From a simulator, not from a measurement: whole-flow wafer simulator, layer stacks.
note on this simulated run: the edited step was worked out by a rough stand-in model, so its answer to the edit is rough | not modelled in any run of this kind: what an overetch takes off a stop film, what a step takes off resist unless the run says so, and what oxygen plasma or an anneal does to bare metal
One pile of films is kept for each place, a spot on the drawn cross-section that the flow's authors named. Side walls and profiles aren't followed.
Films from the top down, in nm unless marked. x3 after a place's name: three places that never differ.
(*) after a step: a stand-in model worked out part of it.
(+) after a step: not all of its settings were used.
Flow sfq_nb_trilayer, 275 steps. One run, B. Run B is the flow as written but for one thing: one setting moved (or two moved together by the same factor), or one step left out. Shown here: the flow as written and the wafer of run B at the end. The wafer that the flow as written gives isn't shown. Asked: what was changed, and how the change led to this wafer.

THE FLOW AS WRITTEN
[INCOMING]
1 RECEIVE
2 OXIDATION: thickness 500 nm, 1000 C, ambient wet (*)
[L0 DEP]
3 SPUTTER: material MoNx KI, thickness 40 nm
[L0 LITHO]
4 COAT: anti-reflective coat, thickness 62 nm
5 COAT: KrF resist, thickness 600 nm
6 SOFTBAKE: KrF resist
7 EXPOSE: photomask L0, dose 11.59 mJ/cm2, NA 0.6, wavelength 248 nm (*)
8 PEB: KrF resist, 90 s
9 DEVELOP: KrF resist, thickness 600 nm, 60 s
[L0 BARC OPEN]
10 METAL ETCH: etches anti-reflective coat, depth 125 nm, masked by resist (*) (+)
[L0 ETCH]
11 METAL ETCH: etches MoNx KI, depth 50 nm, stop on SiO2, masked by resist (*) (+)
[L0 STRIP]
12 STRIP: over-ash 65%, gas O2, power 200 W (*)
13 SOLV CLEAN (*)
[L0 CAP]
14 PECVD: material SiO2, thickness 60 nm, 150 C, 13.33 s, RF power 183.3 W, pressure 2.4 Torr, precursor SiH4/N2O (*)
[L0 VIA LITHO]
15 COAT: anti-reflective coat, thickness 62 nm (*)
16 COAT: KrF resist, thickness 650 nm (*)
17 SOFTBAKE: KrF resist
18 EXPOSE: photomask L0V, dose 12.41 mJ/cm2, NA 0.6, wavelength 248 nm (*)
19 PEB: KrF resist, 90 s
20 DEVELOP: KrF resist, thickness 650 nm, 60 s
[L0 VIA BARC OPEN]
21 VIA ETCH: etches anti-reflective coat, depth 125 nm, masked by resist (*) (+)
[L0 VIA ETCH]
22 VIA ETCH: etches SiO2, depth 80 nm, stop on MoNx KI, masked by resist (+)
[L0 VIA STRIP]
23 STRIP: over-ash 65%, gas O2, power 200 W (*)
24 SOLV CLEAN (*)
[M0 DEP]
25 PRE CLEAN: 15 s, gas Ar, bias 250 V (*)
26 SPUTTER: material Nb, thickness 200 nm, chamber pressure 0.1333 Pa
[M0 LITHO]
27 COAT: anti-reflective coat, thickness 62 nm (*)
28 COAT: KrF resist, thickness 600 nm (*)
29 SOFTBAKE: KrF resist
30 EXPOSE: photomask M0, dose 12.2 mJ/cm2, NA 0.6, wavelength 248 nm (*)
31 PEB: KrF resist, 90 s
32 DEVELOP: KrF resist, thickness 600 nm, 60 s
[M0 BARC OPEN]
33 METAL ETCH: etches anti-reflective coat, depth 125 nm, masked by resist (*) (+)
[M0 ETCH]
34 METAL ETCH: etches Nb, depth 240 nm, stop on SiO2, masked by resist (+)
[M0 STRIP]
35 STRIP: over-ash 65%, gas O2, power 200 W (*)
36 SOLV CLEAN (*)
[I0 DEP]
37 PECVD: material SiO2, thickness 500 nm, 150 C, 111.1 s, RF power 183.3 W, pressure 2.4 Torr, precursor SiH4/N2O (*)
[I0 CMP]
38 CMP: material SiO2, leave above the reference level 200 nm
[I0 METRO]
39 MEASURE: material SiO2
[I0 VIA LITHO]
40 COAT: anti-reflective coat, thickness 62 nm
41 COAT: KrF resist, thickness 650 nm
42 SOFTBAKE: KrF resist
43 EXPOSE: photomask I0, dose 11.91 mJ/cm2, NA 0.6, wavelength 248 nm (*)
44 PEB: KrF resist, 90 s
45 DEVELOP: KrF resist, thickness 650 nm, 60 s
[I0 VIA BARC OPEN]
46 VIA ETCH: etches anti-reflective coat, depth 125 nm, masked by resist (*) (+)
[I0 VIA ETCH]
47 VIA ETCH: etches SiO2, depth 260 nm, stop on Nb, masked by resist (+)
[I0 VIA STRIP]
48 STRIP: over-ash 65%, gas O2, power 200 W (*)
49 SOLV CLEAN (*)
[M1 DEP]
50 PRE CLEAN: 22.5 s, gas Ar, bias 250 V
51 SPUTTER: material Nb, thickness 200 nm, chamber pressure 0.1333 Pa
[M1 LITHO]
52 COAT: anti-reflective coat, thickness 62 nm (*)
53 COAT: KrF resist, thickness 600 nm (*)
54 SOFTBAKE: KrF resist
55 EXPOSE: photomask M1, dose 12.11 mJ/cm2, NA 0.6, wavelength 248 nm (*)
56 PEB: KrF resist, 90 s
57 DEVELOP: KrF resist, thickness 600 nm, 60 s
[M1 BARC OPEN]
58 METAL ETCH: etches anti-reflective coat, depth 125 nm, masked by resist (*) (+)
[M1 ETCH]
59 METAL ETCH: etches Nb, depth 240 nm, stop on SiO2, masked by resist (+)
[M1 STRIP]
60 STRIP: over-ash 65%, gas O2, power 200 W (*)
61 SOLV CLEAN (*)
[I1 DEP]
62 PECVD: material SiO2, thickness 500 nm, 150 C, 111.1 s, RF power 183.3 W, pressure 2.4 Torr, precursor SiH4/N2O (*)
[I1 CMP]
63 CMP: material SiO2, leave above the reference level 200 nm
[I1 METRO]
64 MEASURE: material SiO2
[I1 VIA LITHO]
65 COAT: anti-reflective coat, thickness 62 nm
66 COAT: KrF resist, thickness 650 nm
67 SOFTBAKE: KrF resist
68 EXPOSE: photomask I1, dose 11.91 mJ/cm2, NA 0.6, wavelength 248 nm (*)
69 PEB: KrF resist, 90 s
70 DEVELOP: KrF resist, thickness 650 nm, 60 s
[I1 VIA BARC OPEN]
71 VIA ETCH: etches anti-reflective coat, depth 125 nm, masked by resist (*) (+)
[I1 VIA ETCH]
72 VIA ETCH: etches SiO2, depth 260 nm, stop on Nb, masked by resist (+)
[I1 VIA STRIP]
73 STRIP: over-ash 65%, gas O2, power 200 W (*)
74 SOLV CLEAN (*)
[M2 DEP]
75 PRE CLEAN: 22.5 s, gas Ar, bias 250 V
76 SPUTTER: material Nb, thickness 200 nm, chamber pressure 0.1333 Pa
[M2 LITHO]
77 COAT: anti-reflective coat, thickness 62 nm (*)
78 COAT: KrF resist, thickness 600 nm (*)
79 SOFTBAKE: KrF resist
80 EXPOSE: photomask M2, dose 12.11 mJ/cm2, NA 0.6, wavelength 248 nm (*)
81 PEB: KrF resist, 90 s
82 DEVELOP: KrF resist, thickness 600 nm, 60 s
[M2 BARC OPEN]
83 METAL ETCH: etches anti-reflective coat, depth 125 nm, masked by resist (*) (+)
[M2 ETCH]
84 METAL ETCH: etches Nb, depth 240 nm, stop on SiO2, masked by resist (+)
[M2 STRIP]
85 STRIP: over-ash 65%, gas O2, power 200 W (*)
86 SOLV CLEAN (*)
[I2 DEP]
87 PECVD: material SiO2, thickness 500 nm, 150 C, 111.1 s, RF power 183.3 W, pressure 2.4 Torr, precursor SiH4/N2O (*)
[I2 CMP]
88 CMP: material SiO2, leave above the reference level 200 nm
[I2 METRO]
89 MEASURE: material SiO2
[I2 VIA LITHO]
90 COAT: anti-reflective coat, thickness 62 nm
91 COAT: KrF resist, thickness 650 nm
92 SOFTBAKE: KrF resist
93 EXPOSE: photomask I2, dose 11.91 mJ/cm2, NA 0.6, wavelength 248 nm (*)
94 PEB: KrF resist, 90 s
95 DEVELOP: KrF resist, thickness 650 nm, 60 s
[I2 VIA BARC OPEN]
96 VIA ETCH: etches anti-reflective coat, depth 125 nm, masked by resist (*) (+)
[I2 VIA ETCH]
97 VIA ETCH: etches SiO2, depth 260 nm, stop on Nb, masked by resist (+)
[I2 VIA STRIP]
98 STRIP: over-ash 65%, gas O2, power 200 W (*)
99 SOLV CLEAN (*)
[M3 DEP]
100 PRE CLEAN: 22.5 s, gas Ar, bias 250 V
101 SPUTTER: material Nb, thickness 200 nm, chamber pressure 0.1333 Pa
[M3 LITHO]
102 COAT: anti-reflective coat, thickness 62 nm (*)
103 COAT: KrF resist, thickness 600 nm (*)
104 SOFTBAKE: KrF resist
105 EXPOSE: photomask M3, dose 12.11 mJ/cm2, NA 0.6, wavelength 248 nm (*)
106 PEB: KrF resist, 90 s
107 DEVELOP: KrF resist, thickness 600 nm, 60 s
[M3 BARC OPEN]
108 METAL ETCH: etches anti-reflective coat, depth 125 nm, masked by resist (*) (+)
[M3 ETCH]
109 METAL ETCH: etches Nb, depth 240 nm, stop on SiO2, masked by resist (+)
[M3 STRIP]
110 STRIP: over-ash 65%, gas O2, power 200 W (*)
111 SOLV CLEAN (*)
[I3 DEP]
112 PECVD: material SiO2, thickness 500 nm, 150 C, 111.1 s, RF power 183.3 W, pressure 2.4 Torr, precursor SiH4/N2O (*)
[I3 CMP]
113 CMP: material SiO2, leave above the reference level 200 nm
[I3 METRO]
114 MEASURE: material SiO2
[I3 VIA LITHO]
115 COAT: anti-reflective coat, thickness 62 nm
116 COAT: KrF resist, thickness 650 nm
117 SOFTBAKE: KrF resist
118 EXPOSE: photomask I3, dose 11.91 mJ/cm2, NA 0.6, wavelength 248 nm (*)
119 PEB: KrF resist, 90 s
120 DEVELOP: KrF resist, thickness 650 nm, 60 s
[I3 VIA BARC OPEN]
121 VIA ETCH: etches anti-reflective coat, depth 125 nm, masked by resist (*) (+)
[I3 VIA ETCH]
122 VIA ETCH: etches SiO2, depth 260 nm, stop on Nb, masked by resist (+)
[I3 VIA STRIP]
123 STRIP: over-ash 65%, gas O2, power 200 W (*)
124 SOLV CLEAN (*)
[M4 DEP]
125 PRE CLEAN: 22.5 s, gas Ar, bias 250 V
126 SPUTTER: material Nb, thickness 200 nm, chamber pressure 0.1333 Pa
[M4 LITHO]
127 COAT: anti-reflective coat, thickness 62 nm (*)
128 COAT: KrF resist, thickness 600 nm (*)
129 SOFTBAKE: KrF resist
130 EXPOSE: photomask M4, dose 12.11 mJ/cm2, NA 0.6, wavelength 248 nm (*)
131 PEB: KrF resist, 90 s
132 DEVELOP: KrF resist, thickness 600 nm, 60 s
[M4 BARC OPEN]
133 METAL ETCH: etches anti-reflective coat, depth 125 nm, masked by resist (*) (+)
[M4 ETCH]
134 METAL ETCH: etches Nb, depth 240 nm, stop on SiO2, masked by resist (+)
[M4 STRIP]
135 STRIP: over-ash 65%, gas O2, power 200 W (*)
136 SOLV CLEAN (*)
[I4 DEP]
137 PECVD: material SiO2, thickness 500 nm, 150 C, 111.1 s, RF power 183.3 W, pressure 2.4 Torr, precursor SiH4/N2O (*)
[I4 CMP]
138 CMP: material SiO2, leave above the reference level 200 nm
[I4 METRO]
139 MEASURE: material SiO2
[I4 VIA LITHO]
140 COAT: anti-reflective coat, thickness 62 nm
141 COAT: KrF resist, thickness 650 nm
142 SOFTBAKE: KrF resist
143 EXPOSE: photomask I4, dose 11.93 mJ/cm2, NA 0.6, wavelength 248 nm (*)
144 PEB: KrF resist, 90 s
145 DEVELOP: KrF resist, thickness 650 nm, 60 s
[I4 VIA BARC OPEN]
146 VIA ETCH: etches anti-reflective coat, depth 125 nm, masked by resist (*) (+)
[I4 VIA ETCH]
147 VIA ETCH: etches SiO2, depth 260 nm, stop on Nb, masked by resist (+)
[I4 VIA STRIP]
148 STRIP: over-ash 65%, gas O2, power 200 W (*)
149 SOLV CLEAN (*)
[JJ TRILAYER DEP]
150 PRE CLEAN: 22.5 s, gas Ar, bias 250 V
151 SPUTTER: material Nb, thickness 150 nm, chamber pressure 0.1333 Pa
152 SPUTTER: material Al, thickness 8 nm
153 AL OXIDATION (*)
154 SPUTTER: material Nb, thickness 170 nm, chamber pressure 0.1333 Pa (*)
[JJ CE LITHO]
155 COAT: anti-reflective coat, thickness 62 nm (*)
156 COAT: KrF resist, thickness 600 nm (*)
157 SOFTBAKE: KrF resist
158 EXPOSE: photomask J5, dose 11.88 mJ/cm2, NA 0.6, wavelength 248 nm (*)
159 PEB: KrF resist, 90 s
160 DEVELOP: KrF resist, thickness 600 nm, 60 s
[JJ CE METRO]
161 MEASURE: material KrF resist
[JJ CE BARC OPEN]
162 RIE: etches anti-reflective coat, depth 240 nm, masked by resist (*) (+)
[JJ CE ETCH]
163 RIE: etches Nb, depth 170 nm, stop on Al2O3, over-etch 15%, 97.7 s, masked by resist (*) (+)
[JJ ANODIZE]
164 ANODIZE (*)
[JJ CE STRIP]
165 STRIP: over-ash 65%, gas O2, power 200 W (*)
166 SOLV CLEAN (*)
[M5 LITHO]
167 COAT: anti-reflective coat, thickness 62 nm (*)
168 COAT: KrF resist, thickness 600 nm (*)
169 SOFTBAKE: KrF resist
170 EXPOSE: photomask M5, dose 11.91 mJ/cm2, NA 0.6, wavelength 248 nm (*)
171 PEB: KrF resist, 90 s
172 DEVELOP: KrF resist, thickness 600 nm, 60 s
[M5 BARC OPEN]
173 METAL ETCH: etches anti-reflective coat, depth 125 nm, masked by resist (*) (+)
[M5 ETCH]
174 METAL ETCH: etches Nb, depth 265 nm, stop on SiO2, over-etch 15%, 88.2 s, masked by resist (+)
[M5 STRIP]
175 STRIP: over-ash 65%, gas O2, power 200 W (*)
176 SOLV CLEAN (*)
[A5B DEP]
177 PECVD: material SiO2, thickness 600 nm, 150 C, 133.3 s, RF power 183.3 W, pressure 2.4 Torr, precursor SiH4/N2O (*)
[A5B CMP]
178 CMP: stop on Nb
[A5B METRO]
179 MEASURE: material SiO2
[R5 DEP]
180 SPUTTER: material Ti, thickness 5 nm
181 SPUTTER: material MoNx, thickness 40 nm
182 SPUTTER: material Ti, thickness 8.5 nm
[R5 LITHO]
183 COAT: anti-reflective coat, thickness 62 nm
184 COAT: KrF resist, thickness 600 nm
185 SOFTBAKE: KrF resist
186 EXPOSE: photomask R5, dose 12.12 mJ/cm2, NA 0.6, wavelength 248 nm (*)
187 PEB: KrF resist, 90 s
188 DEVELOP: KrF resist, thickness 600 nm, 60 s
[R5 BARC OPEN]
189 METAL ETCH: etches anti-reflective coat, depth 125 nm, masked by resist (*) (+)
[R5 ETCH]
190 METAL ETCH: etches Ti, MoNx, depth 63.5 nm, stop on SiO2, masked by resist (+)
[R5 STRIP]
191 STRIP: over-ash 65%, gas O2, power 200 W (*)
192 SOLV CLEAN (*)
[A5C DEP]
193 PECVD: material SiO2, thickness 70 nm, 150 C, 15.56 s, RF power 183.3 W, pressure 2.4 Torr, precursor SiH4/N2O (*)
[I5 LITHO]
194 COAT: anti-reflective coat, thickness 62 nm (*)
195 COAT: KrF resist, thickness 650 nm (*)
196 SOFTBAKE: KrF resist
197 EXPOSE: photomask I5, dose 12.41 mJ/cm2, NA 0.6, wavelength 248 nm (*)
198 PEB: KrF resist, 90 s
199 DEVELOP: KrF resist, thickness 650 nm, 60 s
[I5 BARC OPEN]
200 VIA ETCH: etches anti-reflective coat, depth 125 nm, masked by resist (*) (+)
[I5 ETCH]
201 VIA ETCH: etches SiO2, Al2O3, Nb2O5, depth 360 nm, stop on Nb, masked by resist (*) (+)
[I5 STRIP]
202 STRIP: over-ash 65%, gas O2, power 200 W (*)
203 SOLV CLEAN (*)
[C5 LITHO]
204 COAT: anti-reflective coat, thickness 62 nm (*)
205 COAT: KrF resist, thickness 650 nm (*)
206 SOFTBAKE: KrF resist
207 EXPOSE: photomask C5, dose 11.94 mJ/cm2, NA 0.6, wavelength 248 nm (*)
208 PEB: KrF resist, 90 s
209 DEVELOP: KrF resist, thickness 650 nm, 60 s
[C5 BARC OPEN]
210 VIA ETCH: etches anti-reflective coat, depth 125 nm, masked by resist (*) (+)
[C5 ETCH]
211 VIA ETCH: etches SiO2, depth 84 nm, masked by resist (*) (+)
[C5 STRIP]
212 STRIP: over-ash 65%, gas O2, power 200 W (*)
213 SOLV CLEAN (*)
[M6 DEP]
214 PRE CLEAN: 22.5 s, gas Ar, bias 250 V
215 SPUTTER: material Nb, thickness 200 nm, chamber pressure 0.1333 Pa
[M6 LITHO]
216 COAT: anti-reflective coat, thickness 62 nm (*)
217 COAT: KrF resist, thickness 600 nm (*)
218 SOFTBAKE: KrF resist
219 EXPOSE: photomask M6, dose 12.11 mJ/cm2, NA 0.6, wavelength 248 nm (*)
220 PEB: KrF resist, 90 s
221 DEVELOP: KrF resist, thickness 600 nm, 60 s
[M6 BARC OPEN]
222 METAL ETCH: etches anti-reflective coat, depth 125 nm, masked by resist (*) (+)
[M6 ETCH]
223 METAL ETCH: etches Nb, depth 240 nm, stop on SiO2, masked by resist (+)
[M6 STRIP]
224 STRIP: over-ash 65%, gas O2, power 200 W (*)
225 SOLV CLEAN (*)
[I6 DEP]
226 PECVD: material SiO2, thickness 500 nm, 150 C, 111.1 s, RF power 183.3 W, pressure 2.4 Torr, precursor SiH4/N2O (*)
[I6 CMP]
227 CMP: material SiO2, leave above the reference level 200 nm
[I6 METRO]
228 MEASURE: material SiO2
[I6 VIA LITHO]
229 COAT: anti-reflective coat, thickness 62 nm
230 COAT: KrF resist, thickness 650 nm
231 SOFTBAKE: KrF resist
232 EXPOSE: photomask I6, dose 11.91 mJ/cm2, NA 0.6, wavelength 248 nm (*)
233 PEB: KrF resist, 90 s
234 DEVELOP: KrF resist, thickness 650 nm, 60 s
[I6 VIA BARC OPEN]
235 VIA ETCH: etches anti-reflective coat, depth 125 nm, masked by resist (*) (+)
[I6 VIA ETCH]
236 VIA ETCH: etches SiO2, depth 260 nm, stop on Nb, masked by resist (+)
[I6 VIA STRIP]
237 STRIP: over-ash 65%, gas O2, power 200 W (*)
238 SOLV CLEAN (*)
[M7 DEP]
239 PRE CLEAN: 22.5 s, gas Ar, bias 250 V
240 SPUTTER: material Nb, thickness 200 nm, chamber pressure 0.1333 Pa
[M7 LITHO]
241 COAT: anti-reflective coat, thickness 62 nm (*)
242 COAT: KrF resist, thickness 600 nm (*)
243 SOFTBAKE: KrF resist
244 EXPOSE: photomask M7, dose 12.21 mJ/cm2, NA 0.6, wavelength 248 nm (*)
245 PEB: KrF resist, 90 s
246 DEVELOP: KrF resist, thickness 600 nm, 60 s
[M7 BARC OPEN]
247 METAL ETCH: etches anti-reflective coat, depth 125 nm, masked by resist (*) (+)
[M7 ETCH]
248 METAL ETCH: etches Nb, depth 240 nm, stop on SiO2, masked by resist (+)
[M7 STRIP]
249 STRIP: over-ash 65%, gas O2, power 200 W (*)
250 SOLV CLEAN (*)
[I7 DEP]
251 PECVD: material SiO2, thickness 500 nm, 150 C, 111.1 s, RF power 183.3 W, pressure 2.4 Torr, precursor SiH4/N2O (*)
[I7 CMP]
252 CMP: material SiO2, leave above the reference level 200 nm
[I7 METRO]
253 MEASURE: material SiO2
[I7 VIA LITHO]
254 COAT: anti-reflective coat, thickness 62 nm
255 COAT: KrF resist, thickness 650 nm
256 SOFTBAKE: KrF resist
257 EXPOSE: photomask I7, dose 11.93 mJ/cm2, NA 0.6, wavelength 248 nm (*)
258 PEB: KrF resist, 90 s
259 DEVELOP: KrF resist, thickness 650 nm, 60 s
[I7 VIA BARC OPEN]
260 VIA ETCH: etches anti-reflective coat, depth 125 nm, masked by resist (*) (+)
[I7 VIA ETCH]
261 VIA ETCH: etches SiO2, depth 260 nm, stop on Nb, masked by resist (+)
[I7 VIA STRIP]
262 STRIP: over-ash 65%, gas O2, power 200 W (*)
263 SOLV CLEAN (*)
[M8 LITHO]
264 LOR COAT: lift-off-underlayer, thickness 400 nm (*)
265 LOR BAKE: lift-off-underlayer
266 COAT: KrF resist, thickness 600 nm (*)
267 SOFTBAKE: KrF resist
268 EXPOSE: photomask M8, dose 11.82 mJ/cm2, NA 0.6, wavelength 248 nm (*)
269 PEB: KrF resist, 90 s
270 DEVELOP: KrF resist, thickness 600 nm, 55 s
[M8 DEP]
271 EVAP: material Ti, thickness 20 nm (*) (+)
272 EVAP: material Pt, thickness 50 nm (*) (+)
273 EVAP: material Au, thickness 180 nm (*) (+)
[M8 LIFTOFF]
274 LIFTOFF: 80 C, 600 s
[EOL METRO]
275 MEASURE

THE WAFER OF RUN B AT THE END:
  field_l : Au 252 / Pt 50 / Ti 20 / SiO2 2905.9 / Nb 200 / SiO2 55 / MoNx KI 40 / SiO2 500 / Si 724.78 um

The cause: step 273, EVAP: thickness 252 nm was run, where the flow has thickness 180 nm.
It can be read off the wafer: field_l has Au 252, and step 273 as written asks for 180 nm.

How the change led to this, step by step:
  273 EVAP: material Au, thickness 180 nm (*) (+)
      field_l, v_sur, via_wl and 103 more: Au +252 (new film) (as written it would be: Au +180 (new film))
  274 LIFTOFF: 80 C, 600 s
      p4_fl x3, p4_w1 x9, p4_g1 x2 and 60 more: Au -252 (all of it), Pt -50 (all of it), Ti -20 (all of it), KrF resist -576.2 (all of it), lift-off-underlayer -400 (all of it) (as written it would be: Au -180 (all of it), Pt -50 (all of it), Ti -20 (all of it), KrF resist -576.2 (all of it), lift-off-underlayer -400 (all of it))
      c5j, ce_r: Au -252 (all of it), Pt -50 (all of it), Ti -20 (all of it), KrF resist -573.3 (all of it), lift-off-underlayer -399.3 (all of it) (as written it would be: Au -180 (all of it), Pt -50 (all of it), Ti -20 (all of it), KrF resist -573.3 (all of it), lift-off-underlayer -399.3 (all of it))
      (and at 19 more places)
